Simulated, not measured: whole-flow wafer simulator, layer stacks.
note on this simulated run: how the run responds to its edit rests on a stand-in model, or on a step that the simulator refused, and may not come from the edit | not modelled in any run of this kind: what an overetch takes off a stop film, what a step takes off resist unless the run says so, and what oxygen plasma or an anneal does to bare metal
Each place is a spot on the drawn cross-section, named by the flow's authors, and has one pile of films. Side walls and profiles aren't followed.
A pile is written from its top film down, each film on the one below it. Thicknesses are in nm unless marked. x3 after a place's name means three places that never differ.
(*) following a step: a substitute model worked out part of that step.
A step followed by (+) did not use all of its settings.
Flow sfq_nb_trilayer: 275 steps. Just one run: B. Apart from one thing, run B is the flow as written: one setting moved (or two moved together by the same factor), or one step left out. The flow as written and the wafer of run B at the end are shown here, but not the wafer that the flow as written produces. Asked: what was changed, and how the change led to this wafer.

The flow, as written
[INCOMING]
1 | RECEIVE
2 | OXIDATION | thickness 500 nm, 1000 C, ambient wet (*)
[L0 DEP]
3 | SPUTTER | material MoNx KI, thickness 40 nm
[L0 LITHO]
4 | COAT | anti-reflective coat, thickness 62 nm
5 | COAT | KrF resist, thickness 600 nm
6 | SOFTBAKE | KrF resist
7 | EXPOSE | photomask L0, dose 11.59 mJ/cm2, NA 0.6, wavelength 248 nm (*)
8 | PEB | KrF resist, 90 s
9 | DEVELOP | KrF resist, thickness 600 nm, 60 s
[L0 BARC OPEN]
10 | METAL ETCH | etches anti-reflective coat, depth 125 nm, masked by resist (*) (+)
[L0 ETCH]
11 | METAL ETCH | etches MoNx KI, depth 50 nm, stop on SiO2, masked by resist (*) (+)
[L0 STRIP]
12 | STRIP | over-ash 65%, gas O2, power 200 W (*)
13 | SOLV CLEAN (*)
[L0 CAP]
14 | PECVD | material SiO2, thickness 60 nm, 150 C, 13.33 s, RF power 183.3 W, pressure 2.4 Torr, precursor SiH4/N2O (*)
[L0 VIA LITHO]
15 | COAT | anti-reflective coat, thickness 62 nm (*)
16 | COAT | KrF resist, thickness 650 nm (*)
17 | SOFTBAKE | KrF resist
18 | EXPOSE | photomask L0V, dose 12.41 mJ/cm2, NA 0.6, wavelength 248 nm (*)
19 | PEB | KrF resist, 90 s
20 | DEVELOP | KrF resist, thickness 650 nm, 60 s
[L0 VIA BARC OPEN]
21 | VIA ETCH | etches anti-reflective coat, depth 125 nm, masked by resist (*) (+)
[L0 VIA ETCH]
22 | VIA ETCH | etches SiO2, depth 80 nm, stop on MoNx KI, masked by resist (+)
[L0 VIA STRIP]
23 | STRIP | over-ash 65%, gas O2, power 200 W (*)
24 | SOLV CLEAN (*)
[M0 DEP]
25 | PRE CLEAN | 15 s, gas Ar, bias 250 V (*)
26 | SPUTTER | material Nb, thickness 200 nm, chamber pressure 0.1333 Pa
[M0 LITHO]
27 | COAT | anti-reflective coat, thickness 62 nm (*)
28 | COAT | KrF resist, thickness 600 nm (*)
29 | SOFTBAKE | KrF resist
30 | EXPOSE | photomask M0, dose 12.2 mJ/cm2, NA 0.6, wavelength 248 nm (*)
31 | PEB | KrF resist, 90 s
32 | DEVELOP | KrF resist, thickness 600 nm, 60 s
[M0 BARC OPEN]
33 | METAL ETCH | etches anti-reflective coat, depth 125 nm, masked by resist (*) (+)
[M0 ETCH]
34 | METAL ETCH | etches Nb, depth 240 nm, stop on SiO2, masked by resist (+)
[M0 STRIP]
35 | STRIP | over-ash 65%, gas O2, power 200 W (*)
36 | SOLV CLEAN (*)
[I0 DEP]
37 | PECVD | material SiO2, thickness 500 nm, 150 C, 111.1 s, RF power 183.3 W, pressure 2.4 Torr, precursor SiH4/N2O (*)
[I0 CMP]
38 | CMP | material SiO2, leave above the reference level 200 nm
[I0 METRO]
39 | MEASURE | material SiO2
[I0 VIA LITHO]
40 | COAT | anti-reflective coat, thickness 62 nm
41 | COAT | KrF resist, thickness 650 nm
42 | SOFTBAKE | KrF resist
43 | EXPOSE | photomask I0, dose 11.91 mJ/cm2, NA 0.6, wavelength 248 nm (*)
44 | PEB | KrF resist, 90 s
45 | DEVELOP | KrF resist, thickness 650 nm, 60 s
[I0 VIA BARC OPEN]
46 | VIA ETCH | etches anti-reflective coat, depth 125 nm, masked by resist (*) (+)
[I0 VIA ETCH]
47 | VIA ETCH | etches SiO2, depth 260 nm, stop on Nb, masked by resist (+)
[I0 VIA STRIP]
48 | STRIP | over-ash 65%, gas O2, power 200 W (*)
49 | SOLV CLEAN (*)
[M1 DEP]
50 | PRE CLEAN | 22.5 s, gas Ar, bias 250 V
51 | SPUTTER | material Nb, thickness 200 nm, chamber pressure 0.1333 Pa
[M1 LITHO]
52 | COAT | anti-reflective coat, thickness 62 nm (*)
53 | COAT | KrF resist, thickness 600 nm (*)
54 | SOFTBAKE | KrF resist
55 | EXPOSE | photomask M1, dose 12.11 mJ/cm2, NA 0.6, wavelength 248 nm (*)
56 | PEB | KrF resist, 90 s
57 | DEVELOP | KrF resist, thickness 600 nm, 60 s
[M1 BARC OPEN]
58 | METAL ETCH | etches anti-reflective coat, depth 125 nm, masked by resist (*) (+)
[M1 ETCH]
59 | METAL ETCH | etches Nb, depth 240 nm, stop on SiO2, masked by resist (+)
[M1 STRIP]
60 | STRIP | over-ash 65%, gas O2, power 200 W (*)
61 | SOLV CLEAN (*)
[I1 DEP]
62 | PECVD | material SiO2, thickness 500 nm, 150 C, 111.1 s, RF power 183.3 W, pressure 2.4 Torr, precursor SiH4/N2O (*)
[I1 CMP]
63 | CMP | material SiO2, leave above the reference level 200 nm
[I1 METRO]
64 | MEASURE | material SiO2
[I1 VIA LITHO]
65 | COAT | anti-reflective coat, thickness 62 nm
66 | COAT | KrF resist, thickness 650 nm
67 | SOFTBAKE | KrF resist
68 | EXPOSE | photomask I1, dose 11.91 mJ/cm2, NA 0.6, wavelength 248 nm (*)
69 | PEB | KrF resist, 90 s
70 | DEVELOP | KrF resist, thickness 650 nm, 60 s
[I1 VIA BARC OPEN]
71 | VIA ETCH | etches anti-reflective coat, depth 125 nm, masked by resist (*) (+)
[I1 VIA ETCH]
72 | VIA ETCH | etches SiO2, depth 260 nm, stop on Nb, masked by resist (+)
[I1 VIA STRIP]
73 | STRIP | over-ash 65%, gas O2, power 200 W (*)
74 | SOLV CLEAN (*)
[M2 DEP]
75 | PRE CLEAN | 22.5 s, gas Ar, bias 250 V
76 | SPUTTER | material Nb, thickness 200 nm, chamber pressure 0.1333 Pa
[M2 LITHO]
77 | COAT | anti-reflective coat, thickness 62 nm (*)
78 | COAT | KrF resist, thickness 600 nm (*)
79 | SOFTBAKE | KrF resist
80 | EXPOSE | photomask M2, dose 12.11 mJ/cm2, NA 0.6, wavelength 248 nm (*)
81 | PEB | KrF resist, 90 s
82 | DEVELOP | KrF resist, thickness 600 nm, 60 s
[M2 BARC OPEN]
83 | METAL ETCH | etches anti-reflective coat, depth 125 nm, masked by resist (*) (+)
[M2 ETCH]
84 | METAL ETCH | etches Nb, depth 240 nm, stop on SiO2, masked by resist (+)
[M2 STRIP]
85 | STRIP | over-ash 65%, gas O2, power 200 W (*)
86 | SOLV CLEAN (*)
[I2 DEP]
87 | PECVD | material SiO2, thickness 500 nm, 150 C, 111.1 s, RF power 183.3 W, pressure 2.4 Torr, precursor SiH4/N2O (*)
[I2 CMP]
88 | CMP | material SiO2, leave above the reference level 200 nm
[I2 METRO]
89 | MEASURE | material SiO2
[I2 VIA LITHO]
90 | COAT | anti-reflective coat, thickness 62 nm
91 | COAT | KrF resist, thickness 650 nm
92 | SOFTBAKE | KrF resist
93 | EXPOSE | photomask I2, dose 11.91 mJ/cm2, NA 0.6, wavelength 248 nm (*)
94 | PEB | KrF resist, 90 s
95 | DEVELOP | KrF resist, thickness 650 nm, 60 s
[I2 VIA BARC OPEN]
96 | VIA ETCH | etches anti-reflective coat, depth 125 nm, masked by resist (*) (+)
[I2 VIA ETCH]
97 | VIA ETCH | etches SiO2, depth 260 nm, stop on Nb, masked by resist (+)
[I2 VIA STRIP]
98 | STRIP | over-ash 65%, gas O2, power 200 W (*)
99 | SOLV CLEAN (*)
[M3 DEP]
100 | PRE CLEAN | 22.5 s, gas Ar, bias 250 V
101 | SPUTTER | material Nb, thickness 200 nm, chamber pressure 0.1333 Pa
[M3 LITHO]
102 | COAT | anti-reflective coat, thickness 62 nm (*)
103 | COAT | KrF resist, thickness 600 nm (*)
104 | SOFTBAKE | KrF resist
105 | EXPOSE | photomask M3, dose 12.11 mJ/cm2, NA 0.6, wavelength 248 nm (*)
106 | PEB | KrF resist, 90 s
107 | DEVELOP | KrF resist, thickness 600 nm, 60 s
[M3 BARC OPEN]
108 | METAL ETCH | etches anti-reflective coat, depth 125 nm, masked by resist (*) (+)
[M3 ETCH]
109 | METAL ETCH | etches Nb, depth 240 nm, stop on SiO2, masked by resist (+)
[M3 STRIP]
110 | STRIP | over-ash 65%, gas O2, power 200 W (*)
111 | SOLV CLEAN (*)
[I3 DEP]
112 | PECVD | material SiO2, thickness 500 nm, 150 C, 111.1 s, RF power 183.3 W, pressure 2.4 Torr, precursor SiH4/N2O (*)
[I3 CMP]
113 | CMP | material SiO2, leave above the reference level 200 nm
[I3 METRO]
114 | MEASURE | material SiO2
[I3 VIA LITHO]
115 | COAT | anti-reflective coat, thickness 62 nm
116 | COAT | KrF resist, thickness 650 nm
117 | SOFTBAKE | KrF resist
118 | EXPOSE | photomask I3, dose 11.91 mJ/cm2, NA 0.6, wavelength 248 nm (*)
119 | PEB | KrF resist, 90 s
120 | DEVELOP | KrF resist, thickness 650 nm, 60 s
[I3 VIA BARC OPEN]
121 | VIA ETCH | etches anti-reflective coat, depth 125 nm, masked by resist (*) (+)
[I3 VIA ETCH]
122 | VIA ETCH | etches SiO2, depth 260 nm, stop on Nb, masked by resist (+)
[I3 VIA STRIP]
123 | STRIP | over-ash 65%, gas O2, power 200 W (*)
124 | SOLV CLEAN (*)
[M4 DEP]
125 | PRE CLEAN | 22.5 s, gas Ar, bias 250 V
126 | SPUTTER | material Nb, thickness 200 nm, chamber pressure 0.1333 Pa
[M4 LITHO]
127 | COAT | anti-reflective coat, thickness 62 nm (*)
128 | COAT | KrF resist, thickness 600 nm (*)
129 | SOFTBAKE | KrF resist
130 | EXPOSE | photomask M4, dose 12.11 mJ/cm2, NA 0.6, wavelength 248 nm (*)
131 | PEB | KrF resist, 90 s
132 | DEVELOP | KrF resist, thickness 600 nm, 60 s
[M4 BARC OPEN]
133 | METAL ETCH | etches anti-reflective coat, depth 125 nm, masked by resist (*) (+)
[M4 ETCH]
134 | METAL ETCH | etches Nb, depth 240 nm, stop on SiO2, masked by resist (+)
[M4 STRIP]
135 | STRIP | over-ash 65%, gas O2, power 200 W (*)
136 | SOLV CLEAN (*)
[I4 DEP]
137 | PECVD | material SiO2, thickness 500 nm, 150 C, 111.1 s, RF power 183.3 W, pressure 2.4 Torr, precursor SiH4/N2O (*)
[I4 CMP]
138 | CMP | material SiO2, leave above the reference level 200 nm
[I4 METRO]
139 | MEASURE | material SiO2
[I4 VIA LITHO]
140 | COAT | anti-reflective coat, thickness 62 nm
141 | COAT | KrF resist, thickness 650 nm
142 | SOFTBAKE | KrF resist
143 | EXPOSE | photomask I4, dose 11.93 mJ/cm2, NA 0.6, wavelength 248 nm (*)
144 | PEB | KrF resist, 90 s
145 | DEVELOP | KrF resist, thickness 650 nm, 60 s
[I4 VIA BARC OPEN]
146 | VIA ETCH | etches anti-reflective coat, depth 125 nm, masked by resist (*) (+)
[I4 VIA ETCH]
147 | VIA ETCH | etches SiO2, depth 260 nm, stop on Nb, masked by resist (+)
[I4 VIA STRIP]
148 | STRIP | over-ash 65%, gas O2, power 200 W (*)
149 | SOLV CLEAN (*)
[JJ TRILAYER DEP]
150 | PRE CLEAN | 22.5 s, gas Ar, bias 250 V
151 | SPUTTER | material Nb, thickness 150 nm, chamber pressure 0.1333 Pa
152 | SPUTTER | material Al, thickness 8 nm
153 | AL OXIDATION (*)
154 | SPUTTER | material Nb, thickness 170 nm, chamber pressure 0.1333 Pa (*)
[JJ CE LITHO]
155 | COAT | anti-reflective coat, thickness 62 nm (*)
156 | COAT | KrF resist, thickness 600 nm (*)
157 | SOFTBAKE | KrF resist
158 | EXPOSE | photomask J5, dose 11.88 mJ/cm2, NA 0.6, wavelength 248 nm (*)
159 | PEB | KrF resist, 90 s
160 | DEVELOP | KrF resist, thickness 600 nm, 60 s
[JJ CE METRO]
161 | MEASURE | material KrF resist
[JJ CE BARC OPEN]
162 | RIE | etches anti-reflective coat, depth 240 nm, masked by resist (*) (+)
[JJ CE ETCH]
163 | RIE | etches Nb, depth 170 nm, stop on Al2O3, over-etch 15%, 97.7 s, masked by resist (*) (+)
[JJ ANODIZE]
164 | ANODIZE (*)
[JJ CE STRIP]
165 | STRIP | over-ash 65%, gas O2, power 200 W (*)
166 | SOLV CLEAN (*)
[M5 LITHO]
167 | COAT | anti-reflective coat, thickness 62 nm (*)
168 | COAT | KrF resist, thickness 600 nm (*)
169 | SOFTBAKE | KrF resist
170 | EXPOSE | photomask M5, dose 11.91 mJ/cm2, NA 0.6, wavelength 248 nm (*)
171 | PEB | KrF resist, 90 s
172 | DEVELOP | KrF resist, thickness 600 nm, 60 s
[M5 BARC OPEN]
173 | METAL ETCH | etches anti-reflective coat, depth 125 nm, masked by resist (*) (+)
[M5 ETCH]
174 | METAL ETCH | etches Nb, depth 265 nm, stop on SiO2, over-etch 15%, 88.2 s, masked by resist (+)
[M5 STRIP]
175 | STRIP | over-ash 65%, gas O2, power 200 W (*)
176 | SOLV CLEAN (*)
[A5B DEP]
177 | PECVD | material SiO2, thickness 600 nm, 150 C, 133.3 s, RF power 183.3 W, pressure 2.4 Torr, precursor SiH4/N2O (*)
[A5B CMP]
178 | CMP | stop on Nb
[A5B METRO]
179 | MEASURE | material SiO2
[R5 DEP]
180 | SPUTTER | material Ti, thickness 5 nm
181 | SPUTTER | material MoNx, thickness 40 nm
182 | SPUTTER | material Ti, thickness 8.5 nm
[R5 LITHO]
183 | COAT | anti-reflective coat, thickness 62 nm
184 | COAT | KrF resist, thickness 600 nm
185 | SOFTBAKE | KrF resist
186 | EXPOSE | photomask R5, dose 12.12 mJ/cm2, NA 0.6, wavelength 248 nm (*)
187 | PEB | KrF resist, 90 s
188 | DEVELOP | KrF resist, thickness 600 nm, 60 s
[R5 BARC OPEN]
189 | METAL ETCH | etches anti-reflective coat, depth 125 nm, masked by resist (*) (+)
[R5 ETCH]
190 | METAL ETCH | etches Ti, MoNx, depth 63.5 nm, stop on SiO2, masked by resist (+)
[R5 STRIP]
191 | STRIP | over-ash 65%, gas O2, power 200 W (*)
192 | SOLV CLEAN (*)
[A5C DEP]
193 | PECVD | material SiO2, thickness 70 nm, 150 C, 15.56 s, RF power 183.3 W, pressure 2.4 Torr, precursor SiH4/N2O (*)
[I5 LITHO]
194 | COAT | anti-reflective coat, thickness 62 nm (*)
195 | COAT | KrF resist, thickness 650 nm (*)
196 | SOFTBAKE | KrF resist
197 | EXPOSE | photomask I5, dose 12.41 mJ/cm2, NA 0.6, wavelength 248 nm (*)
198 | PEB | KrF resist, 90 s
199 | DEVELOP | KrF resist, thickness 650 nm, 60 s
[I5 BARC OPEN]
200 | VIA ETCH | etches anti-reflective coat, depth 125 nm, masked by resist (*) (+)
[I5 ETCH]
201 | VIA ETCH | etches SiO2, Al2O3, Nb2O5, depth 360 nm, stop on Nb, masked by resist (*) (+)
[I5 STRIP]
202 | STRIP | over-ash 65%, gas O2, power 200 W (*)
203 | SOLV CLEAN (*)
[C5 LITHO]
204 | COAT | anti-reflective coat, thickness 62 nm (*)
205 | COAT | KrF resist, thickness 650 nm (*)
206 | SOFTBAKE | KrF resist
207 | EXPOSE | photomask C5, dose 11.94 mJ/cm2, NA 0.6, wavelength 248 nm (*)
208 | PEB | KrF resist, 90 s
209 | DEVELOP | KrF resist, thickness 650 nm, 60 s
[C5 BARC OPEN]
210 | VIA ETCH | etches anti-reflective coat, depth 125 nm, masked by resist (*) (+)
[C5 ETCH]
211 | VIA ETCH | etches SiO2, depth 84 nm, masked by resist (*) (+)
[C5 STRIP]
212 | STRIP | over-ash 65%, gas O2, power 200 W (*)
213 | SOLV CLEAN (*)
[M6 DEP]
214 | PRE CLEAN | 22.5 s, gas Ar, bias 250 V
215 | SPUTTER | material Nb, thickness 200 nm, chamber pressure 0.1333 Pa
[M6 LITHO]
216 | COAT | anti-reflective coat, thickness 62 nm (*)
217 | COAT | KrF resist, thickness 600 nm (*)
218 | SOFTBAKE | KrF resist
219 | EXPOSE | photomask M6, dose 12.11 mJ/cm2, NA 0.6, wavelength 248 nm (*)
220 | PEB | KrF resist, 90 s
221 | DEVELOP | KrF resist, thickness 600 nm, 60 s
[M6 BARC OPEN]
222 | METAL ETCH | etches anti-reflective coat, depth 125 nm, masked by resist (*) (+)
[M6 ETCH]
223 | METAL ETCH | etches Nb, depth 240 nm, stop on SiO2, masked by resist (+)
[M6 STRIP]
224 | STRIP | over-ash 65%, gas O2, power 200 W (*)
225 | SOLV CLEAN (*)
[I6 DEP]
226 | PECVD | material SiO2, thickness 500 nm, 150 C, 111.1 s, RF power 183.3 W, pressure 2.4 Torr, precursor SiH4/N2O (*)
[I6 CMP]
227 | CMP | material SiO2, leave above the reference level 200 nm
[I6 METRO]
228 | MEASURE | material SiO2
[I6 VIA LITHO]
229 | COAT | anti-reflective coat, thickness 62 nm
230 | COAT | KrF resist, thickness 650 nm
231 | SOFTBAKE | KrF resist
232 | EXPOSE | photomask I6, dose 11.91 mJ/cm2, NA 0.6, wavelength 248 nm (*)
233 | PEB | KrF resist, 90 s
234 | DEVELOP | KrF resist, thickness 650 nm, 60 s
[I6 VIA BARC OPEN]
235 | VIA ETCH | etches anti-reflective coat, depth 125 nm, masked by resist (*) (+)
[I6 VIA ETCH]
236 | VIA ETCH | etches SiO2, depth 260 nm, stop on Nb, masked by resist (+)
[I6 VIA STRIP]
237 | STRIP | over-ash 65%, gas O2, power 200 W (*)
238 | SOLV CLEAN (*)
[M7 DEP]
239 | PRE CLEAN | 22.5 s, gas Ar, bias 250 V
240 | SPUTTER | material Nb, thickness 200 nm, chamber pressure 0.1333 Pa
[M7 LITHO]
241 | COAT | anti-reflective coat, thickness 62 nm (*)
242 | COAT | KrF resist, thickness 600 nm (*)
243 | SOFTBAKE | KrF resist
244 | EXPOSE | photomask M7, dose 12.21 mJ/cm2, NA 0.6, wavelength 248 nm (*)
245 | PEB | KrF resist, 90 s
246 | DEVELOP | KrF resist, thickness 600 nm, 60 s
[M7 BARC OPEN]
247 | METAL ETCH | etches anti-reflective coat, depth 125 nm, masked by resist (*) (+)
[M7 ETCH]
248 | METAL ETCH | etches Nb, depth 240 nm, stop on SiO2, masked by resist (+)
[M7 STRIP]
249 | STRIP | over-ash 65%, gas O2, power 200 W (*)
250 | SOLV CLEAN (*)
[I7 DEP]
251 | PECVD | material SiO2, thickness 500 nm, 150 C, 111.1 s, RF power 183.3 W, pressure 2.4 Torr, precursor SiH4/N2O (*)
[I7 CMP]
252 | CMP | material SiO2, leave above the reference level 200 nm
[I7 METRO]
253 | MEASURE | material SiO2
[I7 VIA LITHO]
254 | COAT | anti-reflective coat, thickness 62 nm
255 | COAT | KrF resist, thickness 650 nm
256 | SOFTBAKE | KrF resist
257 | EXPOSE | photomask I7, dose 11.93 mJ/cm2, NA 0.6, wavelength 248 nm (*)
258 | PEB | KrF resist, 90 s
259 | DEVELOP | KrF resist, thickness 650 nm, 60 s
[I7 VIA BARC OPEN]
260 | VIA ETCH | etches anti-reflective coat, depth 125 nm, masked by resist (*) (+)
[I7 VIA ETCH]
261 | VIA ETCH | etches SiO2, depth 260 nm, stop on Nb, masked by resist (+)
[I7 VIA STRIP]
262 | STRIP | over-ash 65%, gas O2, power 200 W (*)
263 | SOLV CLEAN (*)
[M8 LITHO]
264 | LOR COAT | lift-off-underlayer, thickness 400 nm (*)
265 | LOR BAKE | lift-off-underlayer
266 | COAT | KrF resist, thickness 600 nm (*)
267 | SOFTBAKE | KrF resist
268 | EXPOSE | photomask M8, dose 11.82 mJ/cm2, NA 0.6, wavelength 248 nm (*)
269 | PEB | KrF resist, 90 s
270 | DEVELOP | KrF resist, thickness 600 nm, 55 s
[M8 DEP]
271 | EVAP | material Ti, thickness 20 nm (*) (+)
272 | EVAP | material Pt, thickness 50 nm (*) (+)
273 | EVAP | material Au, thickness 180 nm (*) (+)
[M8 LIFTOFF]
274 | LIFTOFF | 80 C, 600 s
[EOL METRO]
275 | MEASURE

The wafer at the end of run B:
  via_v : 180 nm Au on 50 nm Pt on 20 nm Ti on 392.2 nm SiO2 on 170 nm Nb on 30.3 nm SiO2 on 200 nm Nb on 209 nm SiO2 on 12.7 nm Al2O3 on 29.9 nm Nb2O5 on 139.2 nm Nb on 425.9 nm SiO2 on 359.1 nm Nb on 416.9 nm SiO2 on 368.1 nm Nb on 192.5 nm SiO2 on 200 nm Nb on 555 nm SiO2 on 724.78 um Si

The reason: step 236, VIA ETCH: depth 162 nm was run, though the flow has depth 260 nm.

How this came from the change, step by step:
  236 | VIA ETCH | etches SiO2, depth 260 nm, stop on Nb, masked by resist (+)
      via_v: SiO2 loses 162 (in the flow as written it would be: SiO2 loses 199.8 (all of it))
      field_l, v_sur, via_wl and 102 more: KrF resist loses 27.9 (in the flow as written it would be: KrF resist loses 44.8)
  237 | STRIP | over-ash 65%, gas O2, power 200 W (*)
      field_l, v_sur, via_wl and 102 more: KrF resist loses 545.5 (all of it), anti-reflective coat loses 62 (all of it) (in the flow as written it would be: KrF resist loses 528.6 (all of it), anti-reflective coat loses 62 (all of it))
  239 | PRE CLEAN | 22.5 s, gas Ar, bias 250 V
      via_v: SiO2 loses 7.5 (in the flow as written it would be: Nb loses 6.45)
  240 | SPUTTER | material Nb, thickness 200 nm, chamber pressure 0.1333 Pa
      via_v: Nb gains 170 (new film) (in the flow as written it would be: Nb gains 161.1)
  241 | COAT | anti-reflective coat, thickness 62 nm (*)
      via_v: anti-reflective coat gains 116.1 (new film) (in the flow as written it would be: anti-reflective coat gains 126 (new film))
  242 | COAT | KrF resist, thickness 600 nm (*)
      via_v: KrF resist gains 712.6 (new film) (in the flow as written it would be: KrF resist gains 742.5 (new film))
  249 | STRIP | over-ash 65%, gas O2, power 200 W (*)
      via_v: KrF resist loses 494.7 (all of it), anti-reflective coat loses 116.1 (all of it) (in the flow as written it would be: KrF resist loses 524.5 (all of it), anti-reflective coat loses 126 (all of it))
  251 | PECVD | material SiO2, thickness 500 nm, 150 C, 111.1 s, RF power 183.3 W, pressure 2.4 Torr, precursor SiH4/N2O (*)
      via_v: SiO2 gains 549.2 (new film) (in the flow as written it would be: SiO2 gains 621 (new film))
  252 | CMP | material SiO2, leave above the reference level 200 nm
      via_v: SiO2 loses 157.1 (in the flow as written it would be: SiO2 loses 183.1)
If metal films that touch count as one body, via_v has 7 bodies (between them, from the top down: SiO2 392.2; SiO2 30.3; SiO2 209 / Al2O3 12.7 / Nb2O5 29.9; SiO2 425.9; SiO2 416.9; SiO2 192.5); the flow as written gives 6 bodies (between them, from the top down: SiO2 437.8; SiO2 209 / Al2O3 12.7 / Nb2O5 29.9; SiO2 425.9; SiO2 416.9; SiO2 192.5).
